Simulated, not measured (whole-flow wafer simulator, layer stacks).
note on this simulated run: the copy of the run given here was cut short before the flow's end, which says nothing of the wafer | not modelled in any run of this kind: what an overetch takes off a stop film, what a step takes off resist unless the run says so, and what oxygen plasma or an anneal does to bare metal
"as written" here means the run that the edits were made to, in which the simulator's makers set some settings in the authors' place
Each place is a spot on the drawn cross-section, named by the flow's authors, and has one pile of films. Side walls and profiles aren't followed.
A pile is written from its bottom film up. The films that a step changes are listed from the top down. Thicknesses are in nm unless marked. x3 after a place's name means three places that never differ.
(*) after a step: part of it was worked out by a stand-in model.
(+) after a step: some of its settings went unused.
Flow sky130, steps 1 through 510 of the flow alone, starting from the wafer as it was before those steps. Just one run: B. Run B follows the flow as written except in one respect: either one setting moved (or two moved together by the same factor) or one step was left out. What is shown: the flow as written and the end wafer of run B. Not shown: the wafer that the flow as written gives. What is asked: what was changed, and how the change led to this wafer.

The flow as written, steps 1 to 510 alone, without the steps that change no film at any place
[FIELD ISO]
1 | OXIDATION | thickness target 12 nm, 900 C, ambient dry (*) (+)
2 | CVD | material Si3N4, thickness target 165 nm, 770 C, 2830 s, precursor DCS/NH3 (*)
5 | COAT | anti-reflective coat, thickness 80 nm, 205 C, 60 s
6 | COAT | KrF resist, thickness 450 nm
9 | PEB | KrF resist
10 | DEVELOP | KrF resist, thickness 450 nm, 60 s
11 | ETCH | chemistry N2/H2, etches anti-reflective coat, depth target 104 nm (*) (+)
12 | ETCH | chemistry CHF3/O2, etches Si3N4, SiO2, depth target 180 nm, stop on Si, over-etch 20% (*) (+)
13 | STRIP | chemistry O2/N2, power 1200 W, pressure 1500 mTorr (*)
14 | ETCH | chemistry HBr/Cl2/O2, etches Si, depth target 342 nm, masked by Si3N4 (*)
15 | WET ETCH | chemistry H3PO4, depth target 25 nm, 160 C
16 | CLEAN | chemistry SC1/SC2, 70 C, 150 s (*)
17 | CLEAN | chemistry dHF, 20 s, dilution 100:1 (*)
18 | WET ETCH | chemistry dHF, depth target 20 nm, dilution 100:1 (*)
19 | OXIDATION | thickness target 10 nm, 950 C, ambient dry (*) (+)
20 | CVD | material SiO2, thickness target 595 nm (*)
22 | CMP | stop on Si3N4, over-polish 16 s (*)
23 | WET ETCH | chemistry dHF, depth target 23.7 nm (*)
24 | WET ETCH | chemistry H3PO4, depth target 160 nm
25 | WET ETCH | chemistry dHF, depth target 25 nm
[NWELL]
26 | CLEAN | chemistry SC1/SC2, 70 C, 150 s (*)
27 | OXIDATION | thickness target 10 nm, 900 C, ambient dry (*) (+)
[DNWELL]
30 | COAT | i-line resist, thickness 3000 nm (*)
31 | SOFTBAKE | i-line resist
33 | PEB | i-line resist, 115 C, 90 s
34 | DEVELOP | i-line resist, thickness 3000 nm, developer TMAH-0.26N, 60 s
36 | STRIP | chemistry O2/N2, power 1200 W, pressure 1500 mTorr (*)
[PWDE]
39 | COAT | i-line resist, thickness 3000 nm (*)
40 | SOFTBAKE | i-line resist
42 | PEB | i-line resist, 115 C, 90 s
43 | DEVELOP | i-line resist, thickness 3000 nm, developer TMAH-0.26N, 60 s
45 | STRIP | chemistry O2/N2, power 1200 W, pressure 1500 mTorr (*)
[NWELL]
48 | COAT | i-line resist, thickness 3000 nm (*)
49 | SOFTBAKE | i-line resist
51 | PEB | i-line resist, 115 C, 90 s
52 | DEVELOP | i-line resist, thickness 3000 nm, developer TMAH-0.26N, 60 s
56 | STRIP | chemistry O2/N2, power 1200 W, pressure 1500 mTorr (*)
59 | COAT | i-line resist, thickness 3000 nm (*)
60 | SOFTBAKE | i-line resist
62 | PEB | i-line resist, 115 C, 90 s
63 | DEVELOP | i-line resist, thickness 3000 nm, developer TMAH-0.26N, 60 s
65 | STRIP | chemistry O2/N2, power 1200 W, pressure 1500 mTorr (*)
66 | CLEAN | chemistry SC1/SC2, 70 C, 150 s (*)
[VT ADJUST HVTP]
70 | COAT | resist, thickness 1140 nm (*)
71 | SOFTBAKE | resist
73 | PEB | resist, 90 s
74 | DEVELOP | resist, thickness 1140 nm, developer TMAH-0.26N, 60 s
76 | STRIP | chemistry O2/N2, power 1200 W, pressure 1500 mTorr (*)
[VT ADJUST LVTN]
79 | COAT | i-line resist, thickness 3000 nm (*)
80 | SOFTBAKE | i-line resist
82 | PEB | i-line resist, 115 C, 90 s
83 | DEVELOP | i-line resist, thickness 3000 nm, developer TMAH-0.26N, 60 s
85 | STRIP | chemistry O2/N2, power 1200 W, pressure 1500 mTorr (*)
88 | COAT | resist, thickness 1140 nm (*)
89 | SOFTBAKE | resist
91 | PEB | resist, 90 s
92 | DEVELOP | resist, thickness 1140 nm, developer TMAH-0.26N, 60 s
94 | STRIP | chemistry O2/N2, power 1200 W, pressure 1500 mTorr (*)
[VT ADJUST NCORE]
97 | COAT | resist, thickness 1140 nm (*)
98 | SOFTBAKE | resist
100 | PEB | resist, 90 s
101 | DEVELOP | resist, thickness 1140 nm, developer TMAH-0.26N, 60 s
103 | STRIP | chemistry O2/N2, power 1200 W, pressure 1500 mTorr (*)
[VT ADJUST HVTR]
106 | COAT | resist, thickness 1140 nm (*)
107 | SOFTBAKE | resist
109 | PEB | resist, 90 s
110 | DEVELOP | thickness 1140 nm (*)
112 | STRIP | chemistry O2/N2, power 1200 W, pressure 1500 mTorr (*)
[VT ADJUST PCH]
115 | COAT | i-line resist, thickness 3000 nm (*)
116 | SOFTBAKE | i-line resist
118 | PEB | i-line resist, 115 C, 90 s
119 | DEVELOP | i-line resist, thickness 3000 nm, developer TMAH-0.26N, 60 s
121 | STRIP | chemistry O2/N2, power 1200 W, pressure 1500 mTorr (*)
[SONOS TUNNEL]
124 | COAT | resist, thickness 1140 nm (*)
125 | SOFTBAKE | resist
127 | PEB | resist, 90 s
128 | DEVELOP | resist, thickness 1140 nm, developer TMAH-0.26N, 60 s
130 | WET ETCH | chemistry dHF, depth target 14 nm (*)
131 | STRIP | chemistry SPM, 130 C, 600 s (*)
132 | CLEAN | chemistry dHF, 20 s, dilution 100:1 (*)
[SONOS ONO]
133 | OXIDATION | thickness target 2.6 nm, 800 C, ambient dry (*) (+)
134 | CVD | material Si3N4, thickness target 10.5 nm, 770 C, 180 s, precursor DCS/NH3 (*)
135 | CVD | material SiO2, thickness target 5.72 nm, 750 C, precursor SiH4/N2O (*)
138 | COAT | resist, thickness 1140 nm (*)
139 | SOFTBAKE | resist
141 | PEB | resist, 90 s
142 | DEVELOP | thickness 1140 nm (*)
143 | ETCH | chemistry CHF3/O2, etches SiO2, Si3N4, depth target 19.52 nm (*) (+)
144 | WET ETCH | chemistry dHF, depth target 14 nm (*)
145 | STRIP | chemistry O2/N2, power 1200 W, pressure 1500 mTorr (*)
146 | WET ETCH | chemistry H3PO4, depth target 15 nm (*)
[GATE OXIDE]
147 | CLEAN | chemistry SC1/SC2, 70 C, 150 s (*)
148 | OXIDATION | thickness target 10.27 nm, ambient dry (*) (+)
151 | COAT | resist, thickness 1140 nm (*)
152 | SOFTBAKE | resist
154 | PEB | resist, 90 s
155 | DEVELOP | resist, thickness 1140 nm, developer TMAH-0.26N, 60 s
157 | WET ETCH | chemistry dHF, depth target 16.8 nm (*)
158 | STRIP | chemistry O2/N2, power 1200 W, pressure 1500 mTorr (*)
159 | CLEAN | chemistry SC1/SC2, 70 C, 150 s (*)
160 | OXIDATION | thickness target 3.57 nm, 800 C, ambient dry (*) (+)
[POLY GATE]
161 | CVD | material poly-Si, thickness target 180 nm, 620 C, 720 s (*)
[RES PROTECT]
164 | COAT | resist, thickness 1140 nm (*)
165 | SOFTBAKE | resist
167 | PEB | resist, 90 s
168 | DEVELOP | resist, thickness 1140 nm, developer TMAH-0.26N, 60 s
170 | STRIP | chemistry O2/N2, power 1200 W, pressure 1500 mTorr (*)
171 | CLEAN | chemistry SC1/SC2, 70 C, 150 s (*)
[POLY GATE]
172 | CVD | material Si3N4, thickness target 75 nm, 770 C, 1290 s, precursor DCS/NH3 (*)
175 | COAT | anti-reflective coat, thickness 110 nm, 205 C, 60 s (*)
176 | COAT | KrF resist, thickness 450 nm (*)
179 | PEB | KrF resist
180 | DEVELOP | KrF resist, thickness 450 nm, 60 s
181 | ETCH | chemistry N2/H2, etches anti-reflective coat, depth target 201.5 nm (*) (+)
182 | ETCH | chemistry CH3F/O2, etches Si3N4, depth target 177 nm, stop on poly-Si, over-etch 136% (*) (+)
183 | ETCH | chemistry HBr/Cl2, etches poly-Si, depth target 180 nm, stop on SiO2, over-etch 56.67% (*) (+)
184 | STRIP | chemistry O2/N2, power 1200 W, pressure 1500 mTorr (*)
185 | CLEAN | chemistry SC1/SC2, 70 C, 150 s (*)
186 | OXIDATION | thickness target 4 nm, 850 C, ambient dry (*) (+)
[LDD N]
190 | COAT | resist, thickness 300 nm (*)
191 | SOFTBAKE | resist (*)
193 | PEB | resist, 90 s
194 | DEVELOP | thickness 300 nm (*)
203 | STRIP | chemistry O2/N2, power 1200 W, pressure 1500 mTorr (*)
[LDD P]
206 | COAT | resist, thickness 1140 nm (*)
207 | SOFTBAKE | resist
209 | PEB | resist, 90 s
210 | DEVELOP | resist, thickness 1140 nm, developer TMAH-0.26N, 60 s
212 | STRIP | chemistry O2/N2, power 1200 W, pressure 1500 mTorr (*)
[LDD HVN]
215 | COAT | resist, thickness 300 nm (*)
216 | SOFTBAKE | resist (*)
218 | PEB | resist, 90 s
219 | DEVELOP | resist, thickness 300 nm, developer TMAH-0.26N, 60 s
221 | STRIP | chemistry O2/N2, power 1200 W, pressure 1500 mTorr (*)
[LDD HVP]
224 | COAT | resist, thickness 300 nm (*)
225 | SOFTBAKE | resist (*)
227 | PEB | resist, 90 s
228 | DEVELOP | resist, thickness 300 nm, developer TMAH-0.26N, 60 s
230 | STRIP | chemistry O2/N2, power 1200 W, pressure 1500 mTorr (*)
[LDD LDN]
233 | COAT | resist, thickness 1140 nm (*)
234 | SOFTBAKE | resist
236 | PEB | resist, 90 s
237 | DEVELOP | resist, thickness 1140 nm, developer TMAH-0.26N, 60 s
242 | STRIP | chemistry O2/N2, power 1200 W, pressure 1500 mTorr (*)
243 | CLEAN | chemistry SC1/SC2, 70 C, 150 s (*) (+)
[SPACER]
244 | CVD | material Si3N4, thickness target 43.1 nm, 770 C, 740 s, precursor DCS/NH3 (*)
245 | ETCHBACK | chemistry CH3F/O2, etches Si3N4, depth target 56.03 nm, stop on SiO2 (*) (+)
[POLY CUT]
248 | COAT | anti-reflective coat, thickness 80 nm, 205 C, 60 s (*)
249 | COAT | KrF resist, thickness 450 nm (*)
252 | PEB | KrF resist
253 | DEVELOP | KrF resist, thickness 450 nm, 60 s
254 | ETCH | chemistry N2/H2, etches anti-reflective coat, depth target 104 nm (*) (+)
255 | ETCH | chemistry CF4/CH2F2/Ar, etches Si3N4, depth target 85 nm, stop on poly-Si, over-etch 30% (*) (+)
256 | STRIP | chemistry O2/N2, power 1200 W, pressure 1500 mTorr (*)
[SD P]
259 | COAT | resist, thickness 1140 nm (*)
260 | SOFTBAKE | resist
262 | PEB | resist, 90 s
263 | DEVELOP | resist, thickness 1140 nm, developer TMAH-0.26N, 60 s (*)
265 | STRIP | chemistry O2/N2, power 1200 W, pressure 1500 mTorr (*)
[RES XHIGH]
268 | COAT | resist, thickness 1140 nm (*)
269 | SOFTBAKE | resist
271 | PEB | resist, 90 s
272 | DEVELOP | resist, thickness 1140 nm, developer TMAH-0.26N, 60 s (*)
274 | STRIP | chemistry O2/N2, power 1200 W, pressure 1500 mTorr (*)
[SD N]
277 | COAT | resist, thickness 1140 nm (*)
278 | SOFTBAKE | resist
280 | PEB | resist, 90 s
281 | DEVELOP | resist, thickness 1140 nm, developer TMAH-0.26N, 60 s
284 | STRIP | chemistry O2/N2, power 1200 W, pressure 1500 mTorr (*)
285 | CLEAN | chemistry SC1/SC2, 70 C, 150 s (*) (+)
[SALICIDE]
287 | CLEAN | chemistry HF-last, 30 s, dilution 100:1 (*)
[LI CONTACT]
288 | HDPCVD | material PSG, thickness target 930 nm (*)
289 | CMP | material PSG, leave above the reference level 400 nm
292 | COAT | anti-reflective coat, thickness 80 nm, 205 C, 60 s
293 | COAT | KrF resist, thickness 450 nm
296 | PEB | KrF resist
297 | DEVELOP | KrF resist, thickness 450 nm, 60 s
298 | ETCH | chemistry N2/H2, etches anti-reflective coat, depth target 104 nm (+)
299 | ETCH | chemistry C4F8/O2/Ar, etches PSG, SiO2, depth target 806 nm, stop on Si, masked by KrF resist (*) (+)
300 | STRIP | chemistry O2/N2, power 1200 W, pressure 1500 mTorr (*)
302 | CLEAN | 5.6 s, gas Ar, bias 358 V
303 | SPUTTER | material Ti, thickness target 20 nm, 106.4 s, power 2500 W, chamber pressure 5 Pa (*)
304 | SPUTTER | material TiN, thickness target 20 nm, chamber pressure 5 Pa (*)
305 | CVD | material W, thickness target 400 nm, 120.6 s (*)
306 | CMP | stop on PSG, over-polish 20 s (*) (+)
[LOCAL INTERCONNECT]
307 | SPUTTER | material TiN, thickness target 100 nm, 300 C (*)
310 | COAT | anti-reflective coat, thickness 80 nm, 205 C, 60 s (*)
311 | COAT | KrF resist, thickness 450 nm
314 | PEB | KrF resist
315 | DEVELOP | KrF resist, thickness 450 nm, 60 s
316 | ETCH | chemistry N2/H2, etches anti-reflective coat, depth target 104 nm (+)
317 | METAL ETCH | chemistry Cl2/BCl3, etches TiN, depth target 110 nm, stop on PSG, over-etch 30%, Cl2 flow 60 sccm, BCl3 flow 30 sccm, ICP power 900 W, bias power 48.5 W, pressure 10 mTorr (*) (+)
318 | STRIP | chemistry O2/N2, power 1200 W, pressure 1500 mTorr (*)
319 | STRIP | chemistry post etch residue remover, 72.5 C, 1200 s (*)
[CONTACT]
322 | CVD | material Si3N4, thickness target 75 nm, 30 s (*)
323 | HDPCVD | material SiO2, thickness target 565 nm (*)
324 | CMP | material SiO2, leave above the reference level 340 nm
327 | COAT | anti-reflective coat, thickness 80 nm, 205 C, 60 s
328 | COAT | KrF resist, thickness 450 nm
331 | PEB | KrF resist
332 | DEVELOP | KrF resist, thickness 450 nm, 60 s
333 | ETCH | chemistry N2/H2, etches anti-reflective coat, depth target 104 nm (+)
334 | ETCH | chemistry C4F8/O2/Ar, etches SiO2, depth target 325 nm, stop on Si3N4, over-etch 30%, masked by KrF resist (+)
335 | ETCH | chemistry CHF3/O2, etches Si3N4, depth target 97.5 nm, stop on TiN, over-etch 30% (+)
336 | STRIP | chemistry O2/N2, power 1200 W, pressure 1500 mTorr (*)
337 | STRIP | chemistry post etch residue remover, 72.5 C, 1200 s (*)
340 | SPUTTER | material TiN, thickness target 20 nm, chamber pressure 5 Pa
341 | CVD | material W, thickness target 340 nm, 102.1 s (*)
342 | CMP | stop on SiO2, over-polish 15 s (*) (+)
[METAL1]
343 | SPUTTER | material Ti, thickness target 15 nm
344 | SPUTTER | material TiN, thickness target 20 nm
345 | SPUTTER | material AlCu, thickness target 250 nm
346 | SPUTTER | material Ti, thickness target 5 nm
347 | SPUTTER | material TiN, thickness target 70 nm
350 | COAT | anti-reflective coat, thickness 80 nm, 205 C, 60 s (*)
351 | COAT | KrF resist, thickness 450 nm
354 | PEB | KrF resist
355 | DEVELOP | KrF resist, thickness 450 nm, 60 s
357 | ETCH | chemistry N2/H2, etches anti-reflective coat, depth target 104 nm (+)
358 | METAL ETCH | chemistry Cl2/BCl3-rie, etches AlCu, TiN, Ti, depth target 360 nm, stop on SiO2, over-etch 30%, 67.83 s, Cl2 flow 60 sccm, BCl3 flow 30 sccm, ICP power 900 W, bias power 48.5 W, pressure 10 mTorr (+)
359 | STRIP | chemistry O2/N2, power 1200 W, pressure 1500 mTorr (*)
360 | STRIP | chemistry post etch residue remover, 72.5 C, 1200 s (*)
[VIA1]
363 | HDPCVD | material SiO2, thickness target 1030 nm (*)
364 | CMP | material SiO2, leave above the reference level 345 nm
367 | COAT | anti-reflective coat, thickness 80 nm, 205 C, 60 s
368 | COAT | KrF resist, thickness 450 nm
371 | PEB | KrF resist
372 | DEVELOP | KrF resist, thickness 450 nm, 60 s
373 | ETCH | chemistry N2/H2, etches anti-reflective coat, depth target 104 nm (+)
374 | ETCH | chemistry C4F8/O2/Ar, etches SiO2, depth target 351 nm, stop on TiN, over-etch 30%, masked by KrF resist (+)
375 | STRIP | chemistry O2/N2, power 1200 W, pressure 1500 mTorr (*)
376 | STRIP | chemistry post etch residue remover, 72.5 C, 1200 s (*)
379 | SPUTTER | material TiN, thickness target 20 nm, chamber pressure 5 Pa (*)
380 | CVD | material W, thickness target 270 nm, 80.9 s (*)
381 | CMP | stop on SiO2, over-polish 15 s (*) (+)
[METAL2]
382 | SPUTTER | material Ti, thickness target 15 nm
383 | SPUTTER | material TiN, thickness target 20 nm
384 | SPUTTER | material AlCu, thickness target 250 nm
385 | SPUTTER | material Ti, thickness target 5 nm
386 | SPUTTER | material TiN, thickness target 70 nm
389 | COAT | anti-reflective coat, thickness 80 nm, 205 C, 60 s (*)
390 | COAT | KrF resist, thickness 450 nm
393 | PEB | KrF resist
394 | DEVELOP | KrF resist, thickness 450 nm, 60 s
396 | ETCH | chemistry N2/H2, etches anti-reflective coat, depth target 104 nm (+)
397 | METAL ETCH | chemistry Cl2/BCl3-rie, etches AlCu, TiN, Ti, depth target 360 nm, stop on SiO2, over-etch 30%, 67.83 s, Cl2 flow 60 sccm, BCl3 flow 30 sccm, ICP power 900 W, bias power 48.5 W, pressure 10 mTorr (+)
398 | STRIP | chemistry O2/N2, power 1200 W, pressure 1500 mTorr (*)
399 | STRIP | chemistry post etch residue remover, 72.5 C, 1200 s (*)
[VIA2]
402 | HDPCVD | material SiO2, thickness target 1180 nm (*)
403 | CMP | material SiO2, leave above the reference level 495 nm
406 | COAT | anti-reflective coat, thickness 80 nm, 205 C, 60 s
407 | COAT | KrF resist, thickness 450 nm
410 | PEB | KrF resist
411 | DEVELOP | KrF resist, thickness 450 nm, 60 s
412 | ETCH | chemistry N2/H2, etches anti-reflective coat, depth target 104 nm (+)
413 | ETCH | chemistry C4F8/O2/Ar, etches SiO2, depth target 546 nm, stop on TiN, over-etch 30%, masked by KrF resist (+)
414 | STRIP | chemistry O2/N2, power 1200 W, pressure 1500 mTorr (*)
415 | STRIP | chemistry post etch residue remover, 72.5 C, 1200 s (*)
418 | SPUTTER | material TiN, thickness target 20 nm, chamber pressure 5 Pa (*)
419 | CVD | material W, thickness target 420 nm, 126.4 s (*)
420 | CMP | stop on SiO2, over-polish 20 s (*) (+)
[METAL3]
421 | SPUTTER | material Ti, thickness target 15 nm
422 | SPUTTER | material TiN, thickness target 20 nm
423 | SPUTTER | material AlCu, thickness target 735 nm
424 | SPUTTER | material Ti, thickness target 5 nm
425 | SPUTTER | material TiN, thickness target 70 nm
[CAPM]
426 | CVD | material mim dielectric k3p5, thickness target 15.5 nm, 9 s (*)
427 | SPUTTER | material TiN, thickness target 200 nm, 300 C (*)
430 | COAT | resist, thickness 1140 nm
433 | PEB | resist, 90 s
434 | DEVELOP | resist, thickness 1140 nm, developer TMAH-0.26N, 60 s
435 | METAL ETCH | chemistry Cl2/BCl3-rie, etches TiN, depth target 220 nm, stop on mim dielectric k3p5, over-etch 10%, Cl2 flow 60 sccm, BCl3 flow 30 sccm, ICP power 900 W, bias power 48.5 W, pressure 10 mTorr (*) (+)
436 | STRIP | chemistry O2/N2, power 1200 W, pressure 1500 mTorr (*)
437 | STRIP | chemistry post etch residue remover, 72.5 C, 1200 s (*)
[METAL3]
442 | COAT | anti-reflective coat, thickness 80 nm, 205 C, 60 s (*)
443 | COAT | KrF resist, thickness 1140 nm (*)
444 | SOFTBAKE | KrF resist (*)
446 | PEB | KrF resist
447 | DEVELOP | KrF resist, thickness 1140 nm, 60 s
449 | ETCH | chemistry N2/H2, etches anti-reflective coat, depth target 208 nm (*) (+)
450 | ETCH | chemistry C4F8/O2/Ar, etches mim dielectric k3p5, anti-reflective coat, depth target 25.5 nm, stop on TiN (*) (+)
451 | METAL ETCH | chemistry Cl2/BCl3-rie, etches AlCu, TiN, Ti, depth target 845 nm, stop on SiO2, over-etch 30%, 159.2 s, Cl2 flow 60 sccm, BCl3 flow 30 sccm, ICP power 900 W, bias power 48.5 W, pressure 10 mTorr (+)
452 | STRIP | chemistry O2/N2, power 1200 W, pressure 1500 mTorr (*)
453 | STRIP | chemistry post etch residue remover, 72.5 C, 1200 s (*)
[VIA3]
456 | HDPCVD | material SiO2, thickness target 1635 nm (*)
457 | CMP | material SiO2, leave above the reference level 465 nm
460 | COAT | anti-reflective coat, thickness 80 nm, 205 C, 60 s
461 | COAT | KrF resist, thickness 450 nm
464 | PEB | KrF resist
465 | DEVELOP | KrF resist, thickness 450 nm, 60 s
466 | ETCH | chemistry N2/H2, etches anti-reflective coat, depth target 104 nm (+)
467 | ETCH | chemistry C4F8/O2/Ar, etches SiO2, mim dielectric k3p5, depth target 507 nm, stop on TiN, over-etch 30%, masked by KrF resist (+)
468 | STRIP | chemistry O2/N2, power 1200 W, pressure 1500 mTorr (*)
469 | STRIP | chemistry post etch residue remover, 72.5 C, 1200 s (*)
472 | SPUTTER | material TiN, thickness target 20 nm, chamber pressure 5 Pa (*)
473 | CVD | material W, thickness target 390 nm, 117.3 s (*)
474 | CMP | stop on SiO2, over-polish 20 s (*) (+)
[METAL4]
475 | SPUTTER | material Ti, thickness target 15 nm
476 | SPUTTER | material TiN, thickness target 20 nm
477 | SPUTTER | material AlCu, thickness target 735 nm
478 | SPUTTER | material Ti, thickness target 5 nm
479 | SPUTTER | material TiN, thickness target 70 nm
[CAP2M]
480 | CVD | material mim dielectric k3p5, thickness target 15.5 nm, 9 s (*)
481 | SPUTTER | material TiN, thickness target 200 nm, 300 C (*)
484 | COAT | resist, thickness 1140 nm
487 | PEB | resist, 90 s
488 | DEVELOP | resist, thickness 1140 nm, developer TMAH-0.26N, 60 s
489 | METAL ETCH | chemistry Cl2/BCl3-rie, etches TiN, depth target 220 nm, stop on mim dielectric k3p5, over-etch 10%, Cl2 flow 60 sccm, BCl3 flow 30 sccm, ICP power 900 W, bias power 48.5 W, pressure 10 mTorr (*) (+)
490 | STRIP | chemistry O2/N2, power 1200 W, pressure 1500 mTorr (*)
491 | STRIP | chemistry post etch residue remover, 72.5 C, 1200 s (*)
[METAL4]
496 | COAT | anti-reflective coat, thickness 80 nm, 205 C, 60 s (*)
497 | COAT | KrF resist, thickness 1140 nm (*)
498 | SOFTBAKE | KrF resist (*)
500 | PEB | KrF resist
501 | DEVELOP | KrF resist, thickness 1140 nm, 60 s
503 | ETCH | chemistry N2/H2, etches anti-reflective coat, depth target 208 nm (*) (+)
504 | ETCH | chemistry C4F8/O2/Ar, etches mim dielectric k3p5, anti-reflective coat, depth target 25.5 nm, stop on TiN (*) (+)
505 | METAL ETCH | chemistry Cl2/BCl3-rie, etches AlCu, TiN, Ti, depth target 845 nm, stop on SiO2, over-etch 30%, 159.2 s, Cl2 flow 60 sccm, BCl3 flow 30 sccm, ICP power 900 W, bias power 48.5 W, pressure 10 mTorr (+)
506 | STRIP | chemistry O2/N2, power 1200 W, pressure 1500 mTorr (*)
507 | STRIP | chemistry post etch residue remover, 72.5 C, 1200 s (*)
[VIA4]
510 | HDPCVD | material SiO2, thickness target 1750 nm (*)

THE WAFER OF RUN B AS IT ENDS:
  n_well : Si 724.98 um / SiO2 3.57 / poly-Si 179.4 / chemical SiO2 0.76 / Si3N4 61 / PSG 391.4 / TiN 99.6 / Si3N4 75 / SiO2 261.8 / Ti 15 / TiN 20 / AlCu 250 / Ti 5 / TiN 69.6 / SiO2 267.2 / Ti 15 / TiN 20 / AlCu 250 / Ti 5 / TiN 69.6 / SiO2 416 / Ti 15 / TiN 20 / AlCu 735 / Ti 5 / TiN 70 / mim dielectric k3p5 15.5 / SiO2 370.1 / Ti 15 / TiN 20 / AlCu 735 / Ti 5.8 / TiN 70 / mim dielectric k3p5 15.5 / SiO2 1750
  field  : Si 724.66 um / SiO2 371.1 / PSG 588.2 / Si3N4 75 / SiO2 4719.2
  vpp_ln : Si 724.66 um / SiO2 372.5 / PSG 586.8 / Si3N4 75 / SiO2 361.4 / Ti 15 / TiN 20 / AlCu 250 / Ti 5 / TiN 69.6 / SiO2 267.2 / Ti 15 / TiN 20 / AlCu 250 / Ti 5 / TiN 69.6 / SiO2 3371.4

The reason: step 478, SPUTTER: thickness target 5.8 nm was run, though the flow has thickness target 5 nm.
One can read it off the wafer: n_well has Ti 5.8, and step 478 as written asks for 5 nm.

How this came from the change, step by step:
  478 | SPUTTER | material Ti, thickness target 5 nm
      field, active, n_well and 189 more: +5.8 Ti (new film) (it would be, as written: +5 Ti (new film))
  505 | METAL ETCH | chemistry Cl2/BCl3-rie, etches AlCu, TiN, Ti, depth target 845 nm, stop on SiO2, over-etch 30%, 159.2 s, Cl2 flow 60 sccm, BCl3 flow 30 sccm, ICP power 900 W, bias power 48.5 W, pressure 10 mTorr (+)
      field, active, gate and 70 more: -70 TiN (all of it), -5.8 Ti (all of it), -735 AlCu (all of it), -20 TiN (all of it), -15 Ti (all of it), -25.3 SiO2 (it would be, as written: -70 TiN (all of it), -5 Ti (all of it), -735 AlCu (all of it), -20 TiN (all of it), -15 Ti (all of it), -25.4 SiO2)
      vpp_iso1, mim_edge_plate, m1_ln and 12 more: -70 TiN (all of it), -5.8 Ti (all of it), -735 AlCu (all of it), -20 TiN (all of it), -15 Ti (all of it), -25.3 SiO2 (it would be, as written: -70 TiN (all of it), -5 Ti (all of it), -735 AlCu (all of it), -20 TiN (all of it), -15 Ti (all of it), -25.3 SiO2)
